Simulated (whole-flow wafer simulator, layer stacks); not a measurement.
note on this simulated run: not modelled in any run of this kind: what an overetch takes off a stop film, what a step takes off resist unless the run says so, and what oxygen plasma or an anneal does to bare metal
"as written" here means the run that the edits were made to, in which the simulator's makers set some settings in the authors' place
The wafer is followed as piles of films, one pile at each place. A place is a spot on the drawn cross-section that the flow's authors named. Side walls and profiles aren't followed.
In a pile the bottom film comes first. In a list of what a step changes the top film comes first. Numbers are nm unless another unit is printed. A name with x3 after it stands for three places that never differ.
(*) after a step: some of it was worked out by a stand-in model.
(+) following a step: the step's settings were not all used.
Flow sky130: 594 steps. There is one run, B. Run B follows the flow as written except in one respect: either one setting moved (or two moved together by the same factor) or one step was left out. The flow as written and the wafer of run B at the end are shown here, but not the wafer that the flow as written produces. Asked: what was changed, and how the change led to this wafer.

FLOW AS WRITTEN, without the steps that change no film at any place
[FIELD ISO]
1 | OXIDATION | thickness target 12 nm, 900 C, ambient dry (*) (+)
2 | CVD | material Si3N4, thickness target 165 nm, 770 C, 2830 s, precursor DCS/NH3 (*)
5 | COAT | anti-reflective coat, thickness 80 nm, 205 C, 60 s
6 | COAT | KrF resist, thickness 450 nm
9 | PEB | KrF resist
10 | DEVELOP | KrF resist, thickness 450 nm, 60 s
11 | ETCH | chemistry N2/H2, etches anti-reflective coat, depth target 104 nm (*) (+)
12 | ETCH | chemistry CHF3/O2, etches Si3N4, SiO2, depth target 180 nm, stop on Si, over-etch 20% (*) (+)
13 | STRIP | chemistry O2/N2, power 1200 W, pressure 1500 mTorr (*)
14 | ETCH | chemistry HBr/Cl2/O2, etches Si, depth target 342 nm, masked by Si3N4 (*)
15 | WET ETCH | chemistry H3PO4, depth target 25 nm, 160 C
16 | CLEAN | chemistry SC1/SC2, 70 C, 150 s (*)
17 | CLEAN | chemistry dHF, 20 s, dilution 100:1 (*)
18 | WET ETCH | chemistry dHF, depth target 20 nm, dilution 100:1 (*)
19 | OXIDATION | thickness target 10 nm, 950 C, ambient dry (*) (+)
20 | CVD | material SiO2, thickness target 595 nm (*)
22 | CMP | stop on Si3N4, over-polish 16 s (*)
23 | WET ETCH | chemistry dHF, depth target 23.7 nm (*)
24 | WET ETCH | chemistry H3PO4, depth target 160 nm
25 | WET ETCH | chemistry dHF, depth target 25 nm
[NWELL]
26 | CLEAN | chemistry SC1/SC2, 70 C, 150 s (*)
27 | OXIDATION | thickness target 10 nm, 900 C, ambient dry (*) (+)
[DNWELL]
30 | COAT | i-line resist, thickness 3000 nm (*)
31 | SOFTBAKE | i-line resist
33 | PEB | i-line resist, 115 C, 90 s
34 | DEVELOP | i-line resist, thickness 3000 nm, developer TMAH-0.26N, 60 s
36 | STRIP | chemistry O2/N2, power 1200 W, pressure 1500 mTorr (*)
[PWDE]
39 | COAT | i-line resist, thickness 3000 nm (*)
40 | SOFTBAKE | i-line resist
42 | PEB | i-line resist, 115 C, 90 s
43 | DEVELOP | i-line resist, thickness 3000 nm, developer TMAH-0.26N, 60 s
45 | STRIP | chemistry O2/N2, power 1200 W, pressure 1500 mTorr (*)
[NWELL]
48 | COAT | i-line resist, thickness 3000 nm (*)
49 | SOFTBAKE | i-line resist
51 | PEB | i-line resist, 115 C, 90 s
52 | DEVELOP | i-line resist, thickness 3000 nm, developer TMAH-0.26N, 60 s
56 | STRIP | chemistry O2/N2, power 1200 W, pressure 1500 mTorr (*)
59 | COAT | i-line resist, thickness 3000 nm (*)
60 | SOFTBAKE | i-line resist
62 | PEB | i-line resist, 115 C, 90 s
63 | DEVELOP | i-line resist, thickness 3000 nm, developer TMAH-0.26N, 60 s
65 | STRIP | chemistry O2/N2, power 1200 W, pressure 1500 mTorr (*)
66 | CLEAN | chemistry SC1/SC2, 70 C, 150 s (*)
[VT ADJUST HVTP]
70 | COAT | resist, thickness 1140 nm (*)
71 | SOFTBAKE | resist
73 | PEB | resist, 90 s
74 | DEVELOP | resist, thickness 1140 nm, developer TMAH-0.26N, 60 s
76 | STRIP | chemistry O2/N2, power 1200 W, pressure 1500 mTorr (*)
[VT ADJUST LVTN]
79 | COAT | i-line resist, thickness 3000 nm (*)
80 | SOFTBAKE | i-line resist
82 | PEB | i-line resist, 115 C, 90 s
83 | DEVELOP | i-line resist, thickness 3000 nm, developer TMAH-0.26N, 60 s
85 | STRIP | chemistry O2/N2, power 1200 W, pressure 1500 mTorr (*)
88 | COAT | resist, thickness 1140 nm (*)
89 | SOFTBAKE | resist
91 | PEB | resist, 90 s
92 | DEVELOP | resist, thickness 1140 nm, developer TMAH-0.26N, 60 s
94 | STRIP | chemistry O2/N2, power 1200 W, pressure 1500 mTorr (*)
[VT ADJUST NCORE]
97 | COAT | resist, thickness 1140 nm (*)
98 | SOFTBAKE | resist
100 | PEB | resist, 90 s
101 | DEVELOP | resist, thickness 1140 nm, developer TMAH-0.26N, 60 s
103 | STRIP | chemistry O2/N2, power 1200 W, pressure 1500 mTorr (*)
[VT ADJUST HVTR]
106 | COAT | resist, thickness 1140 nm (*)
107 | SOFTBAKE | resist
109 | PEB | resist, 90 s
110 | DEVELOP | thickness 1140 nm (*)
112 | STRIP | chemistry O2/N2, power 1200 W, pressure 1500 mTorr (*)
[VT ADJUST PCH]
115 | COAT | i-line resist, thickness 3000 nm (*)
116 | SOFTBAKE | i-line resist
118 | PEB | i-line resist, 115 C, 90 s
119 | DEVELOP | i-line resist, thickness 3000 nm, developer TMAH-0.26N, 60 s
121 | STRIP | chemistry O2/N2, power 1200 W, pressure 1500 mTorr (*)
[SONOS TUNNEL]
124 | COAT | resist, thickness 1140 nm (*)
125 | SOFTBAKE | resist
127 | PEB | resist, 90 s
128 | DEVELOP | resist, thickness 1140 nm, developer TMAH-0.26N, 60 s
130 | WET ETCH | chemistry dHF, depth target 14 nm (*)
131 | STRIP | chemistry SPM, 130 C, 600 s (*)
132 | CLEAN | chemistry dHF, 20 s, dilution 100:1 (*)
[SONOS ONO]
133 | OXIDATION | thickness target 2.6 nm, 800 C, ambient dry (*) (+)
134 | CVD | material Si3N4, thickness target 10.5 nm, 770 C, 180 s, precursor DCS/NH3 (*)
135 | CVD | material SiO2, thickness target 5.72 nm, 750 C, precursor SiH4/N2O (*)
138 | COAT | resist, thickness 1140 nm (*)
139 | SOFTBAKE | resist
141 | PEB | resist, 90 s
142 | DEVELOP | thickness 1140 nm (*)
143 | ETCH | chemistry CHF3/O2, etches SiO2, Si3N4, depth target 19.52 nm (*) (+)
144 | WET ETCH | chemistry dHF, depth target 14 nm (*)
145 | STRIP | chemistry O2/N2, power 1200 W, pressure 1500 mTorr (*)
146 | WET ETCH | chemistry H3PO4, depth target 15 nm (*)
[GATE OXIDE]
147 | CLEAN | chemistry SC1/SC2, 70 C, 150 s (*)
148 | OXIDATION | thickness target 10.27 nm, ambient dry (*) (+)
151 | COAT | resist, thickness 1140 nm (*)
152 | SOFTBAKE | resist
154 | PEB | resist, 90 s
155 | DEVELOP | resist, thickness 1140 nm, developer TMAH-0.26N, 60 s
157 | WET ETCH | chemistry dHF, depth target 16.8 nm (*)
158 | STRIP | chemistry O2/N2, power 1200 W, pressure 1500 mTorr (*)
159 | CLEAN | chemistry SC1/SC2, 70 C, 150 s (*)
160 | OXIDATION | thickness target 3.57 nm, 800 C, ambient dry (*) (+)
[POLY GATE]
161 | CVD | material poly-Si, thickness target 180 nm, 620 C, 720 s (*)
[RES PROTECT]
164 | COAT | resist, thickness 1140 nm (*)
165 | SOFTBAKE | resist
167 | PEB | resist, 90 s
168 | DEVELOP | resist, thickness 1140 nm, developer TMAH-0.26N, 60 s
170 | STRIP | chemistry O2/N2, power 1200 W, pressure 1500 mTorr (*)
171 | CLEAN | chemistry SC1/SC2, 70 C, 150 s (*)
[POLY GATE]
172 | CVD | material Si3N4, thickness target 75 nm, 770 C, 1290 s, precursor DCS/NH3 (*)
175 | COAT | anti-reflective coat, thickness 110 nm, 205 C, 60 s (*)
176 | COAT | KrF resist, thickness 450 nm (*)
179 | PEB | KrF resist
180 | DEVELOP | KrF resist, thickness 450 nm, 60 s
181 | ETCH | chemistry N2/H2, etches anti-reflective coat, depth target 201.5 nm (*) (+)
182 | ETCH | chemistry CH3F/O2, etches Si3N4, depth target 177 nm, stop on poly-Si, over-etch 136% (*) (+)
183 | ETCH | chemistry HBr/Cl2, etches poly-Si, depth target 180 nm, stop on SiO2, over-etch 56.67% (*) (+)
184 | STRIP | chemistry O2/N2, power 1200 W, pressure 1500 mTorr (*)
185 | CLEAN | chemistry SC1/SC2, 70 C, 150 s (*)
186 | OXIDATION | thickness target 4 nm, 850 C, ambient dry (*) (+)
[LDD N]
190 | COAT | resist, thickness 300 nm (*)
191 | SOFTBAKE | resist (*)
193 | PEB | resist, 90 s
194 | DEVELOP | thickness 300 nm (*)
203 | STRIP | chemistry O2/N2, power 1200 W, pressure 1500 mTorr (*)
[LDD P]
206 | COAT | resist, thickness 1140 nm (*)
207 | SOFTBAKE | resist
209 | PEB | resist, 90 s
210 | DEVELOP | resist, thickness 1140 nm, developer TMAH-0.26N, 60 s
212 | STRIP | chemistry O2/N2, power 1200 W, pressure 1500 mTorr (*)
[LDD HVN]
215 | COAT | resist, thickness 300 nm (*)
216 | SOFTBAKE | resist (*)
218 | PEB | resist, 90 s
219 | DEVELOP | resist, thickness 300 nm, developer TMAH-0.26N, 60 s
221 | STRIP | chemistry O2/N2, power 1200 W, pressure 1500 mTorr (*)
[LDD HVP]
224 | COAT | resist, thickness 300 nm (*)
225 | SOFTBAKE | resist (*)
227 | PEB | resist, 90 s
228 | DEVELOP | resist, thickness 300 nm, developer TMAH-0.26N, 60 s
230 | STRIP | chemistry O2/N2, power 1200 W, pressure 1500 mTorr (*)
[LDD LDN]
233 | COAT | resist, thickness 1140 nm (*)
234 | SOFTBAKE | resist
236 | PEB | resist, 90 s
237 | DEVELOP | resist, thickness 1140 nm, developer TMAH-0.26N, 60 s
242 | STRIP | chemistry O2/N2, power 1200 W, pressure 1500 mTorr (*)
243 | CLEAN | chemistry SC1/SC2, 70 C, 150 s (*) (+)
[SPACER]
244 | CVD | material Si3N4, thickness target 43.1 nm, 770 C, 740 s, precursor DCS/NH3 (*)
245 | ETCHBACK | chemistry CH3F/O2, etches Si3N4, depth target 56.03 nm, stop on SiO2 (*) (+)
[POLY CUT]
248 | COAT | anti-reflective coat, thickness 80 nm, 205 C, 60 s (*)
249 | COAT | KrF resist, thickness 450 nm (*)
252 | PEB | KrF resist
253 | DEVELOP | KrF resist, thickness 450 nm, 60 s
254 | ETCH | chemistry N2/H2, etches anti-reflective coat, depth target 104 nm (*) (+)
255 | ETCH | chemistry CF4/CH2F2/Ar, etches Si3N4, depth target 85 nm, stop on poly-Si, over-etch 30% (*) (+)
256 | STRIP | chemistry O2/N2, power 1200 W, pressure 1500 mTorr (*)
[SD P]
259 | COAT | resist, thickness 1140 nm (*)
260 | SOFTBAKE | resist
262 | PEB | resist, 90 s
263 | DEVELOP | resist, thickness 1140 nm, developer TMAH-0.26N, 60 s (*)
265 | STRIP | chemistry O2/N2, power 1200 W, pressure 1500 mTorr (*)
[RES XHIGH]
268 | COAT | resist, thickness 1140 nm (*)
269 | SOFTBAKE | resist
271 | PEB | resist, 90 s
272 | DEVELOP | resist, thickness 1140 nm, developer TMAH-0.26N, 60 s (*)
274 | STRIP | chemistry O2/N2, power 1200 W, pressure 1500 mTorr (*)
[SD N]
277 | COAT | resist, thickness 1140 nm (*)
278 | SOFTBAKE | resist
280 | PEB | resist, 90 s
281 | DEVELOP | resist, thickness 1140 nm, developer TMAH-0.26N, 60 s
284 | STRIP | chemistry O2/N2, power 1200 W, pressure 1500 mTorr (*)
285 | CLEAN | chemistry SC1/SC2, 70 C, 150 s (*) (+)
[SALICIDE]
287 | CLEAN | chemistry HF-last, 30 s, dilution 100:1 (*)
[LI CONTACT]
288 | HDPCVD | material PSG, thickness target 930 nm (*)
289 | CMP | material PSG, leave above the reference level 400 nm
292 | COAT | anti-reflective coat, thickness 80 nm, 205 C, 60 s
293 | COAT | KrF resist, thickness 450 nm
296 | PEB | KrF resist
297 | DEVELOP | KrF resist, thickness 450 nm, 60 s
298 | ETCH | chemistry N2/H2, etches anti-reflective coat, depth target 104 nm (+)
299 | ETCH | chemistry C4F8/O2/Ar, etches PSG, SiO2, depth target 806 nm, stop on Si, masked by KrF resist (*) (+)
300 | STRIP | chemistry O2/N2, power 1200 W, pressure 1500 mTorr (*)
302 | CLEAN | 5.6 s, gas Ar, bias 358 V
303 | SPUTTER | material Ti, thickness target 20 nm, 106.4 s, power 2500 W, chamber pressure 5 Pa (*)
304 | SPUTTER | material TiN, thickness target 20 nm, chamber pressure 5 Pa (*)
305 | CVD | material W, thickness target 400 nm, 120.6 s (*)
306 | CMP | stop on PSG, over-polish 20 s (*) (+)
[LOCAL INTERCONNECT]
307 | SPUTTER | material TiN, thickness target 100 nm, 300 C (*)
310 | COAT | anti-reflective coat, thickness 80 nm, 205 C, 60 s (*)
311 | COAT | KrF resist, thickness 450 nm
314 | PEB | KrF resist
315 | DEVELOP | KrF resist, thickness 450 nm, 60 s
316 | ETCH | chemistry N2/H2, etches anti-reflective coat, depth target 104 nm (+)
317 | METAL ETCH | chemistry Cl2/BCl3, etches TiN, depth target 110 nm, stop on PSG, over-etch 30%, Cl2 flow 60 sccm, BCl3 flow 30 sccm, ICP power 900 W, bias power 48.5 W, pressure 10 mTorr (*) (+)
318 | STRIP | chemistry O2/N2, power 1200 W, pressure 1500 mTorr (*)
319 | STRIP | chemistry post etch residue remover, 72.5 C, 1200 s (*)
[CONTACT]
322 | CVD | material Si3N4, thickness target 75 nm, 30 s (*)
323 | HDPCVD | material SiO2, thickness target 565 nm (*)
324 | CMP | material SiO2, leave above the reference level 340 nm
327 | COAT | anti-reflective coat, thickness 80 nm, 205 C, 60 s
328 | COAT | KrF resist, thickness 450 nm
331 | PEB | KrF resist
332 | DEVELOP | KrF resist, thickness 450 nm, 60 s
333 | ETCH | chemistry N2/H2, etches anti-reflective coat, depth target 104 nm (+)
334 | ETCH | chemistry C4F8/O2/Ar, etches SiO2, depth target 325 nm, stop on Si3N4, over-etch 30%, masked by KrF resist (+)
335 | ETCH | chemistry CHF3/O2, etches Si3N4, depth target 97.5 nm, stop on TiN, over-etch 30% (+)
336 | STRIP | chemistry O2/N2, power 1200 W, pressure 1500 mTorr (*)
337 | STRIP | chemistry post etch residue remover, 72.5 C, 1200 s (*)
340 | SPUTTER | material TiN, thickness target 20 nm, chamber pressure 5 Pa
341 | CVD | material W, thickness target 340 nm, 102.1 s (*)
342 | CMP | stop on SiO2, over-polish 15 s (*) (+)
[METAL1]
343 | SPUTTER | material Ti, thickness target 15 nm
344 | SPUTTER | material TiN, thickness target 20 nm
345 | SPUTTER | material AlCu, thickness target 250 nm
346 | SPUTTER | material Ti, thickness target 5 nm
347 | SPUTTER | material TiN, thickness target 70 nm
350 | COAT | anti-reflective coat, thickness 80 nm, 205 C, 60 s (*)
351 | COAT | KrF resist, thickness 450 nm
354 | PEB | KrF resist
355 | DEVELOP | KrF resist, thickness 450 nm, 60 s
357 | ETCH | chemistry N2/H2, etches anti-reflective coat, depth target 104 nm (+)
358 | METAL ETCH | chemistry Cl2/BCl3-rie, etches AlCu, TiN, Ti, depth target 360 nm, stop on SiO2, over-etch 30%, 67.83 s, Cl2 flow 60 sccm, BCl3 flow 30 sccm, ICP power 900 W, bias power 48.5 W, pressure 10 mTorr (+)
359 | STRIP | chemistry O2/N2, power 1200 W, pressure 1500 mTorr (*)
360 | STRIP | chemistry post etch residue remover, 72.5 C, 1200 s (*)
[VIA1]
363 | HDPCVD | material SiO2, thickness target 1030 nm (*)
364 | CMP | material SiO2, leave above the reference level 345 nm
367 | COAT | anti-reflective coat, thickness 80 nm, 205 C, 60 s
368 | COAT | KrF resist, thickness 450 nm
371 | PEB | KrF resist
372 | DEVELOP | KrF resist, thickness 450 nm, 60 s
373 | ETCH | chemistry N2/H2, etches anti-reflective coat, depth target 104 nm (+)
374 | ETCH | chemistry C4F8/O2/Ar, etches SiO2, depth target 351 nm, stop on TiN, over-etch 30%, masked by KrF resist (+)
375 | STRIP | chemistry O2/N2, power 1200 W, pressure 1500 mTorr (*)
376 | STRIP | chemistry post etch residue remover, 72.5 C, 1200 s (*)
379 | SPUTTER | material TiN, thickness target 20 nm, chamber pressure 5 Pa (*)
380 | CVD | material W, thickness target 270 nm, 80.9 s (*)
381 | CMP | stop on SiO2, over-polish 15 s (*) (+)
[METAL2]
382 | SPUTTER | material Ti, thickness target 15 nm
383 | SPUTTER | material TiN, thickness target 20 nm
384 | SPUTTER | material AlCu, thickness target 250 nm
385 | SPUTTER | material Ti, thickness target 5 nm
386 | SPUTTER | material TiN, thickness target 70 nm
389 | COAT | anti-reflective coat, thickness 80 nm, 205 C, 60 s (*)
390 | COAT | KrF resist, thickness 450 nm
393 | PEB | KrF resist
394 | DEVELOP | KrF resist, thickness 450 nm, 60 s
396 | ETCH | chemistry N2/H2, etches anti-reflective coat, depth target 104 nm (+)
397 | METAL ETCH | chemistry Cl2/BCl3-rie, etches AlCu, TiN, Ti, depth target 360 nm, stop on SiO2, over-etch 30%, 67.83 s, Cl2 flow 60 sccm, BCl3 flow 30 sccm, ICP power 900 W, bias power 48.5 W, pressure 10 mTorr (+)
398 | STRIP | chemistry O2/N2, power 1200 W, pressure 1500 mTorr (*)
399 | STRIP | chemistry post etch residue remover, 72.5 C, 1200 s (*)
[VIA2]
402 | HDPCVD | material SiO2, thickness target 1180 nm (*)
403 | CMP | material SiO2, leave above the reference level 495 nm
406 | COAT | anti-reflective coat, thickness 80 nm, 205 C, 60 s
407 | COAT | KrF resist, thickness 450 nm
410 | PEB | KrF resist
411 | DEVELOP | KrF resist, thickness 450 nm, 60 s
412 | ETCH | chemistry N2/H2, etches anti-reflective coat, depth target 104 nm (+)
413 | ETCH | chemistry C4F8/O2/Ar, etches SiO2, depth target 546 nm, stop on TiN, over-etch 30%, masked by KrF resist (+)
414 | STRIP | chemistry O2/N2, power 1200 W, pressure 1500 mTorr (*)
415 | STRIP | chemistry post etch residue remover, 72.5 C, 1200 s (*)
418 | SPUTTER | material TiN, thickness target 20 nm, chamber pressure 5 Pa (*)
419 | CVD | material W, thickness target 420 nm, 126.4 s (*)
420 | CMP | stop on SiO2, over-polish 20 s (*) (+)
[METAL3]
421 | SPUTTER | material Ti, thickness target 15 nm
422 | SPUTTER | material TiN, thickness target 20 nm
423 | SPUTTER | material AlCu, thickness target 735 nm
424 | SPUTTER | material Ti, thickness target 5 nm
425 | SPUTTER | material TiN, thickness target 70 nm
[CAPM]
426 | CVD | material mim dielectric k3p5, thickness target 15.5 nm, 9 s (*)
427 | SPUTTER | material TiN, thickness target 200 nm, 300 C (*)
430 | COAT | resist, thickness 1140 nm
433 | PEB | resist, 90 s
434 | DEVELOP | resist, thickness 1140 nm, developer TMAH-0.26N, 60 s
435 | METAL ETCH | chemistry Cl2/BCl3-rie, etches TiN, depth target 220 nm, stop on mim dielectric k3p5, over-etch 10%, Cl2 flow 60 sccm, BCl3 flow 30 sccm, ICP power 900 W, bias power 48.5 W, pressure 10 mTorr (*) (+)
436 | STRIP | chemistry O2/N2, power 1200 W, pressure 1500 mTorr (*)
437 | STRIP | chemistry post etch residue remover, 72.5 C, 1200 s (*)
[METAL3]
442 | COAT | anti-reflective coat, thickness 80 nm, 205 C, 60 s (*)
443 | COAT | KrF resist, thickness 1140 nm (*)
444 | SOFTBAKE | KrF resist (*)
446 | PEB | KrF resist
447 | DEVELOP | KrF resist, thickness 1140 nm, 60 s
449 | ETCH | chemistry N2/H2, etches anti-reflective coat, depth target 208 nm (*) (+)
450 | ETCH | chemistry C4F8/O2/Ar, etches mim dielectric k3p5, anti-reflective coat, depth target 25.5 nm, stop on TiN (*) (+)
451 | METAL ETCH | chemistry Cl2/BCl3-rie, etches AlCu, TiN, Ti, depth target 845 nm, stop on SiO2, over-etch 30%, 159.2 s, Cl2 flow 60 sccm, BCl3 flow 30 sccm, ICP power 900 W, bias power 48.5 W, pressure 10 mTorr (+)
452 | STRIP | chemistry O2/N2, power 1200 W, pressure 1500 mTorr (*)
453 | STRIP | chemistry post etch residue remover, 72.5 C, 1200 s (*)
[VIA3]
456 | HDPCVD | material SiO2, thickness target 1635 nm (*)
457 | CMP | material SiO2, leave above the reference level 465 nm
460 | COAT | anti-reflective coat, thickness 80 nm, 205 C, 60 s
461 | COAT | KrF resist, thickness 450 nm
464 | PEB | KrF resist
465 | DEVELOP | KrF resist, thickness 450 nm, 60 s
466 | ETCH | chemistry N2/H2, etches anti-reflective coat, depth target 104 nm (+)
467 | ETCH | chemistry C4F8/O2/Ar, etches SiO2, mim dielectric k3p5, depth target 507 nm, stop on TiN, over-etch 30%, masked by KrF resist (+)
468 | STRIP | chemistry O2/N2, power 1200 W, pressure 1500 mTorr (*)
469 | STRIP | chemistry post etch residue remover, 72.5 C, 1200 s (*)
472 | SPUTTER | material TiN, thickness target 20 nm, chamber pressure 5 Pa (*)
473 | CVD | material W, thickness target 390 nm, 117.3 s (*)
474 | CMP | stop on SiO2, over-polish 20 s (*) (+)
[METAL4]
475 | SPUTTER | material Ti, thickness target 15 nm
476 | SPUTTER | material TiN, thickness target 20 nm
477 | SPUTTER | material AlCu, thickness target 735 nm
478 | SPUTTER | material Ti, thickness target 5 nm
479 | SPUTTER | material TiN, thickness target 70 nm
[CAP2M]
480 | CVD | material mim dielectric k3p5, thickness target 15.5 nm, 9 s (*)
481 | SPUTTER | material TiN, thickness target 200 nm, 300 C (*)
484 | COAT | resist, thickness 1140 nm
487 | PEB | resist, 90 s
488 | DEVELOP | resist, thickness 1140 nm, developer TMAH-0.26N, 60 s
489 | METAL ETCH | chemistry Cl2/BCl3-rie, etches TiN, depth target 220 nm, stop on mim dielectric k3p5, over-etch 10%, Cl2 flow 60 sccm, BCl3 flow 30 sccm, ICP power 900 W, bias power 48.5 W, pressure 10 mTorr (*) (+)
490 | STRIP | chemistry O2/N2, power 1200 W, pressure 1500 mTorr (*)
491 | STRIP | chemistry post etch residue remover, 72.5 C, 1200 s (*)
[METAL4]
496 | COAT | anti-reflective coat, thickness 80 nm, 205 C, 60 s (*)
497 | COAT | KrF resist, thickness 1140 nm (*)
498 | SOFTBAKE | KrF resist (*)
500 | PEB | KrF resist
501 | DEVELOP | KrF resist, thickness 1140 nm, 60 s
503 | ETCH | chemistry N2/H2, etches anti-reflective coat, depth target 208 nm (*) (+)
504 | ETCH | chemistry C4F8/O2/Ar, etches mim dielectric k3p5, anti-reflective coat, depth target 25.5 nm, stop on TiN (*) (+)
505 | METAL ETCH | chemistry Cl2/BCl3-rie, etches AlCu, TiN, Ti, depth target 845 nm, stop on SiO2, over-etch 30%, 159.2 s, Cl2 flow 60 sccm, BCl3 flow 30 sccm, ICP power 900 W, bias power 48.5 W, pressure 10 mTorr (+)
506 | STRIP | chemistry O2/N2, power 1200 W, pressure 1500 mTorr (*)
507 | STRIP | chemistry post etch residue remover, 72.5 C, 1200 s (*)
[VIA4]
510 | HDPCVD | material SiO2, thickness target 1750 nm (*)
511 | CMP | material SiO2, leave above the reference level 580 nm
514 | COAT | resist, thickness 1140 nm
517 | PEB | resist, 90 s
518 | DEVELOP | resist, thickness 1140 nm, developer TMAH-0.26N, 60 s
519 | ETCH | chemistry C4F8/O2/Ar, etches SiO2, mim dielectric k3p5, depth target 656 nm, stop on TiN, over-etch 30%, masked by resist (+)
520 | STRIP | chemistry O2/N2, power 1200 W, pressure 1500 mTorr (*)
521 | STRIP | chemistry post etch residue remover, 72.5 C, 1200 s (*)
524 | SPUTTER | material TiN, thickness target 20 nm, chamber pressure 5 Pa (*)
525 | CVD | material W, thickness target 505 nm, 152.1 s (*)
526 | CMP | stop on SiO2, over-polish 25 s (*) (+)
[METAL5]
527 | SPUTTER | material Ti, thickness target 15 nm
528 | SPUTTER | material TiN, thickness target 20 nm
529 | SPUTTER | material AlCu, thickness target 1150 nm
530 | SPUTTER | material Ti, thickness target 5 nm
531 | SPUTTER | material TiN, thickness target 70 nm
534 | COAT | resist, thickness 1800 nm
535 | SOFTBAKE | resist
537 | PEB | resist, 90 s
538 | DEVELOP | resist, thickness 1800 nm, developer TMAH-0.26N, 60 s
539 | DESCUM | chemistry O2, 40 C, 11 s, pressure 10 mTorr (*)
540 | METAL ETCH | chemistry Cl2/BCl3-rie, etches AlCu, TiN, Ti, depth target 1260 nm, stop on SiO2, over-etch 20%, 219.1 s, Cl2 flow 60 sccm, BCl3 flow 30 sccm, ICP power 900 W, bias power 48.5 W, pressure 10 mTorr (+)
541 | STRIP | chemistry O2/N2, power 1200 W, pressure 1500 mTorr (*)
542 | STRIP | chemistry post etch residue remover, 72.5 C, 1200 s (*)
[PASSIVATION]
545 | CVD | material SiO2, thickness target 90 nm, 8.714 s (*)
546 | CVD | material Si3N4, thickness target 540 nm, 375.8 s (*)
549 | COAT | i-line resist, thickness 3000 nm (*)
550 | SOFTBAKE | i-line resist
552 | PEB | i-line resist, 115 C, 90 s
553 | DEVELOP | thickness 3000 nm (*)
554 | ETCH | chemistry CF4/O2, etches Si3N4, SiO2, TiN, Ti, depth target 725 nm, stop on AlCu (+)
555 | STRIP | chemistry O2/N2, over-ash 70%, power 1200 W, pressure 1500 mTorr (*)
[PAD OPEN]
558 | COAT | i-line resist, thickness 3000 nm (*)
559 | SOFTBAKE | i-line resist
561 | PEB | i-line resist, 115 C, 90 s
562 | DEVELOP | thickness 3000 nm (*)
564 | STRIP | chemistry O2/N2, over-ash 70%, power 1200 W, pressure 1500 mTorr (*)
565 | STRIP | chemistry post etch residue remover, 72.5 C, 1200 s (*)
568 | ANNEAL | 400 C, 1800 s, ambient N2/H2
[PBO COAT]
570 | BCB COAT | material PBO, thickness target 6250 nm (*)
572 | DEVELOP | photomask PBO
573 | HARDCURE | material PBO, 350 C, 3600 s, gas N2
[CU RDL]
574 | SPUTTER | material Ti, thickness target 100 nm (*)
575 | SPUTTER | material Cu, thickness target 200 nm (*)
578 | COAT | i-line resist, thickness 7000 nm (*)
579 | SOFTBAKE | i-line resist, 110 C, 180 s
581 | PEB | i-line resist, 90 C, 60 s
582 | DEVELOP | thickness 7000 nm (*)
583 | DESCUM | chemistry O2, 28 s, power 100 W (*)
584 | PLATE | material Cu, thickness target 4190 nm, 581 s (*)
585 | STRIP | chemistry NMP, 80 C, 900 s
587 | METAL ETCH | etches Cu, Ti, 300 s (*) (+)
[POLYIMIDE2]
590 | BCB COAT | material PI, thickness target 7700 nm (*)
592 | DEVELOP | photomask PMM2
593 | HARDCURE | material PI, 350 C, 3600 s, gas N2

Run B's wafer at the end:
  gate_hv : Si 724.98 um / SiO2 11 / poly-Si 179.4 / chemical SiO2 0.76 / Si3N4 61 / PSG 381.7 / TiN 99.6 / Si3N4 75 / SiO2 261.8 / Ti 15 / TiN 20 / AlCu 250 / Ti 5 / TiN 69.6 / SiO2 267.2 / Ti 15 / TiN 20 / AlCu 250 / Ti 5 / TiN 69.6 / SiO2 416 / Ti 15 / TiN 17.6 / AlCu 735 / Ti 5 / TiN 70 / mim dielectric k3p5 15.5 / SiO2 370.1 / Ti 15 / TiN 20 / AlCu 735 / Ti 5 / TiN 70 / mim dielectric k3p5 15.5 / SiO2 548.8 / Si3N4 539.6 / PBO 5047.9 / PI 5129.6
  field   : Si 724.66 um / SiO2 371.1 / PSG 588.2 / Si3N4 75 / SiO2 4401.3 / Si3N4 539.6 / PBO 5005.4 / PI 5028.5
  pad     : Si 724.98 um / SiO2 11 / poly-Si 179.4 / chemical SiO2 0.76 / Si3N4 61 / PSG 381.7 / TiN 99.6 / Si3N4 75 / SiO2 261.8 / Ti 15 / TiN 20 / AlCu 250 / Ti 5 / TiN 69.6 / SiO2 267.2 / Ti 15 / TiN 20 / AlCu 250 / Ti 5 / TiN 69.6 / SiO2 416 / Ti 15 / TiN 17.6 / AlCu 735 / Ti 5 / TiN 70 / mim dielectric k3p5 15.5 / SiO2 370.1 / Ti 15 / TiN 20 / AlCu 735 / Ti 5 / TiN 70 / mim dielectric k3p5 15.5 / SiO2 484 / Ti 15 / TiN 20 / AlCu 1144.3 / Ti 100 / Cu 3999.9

The reason: step 422, SPUTTER: thickness target 17.6 nm was run, though the flow has thickness target 20 nm.
The wafer lets one read it off: gate_hv has TiN 17.6, and step 422 as written asks for 20 nm.

The path from the change to this, step by step:
  422 | SPUTTER | material TiN, thickness target 20 nm
      field, active, n_well and 188 more: TiN gains 17.6 (new film) (it would be, as written: TiN gains 20 (new film))
  451 | METAL ETCH | chemistry Cl2/BCl3-rie, etches AlCu, TiN, Ti, depth target 845 nm, stop on SiO2, over-etch 30%, 159.2 s, Cl2 flow 60 sccm, BCl3 flow 30 sccm, ICP power 900 W, bias power 48.5 W, pressure 10 mTorr (+)
      field, active, gate and 69 more: TiN loses 70 (all of it), Ti loses 5 (all of it), AlCu loses 735 (all of it), TiN loses 17.6 (all of it), Ti loses 15 (all of it), SiO2 loses 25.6 (it would be, as written: TiN loses 70 (all of it), Ti loses 5 (all of it), AlCu loses 735 (all of it), TiN loses 20 (all of it), Ti loses 15 (all of it), SiO2 loses 25.4)
      vpp_ln, vpp_iso2, ndiff_ln and 10 more: TiN loses 70 (all of it), Ti loses 5 (all of it), AlCu loses 735 (all of it), TiN loses 17.6 (all of it), Ti loses 15 (all of it), SiO2 loses 25.6 (it would be, as written: TiN loses 70 (all of it), Ti loses 5 (all of it), AlCu loses 735 (all of it), TiN loses 20 (all of it), Ti loses 15 (all of it), SiO2 loses 25.3)
